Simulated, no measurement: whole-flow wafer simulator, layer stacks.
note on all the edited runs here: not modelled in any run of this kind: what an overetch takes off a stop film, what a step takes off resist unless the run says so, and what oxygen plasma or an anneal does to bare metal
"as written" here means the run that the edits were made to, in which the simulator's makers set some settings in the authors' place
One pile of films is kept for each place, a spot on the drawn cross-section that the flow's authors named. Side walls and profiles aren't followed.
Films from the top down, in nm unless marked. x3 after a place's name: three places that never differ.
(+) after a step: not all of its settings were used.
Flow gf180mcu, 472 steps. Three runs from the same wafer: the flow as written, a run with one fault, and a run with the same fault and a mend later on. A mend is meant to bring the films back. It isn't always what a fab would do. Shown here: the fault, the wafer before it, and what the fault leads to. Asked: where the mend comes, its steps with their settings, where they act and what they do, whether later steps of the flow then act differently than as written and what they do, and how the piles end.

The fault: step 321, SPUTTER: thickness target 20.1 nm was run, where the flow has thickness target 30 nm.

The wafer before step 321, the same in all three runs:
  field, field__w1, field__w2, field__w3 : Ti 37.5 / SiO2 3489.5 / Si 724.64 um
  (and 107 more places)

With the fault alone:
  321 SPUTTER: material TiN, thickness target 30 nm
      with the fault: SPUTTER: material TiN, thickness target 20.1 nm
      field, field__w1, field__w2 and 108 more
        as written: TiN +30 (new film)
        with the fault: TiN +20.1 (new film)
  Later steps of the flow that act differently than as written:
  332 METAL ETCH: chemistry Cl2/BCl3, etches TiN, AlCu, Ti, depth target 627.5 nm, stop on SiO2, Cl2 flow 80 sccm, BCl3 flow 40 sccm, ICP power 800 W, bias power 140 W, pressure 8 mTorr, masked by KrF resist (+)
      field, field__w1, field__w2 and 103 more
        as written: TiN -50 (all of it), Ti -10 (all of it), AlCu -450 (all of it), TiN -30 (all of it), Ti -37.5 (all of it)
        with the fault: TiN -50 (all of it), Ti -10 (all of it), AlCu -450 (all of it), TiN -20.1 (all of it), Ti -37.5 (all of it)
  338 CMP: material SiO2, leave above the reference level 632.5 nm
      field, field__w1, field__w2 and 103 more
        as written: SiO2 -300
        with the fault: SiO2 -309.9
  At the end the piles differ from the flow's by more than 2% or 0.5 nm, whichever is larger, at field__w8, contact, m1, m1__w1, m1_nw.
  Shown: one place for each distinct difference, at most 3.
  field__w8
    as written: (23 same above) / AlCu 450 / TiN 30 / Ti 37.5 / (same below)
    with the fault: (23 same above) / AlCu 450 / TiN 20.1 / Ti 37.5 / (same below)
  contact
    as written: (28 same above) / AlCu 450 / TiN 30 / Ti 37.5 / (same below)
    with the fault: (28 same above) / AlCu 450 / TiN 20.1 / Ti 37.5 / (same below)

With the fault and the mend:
  The mend comes after step 321.
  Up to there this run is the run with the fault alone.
  321a SPUTTER: material TiN, thickness target 9.9 nm (the flow's step 321 once more, with other settings)
      field, field__w1, field__w2 and 108 more
        TiN +9.9
  No later step of the flow acts differently than as written at any place that is followed.
  At the end the piles are the same as the flow's at every place that both follow.
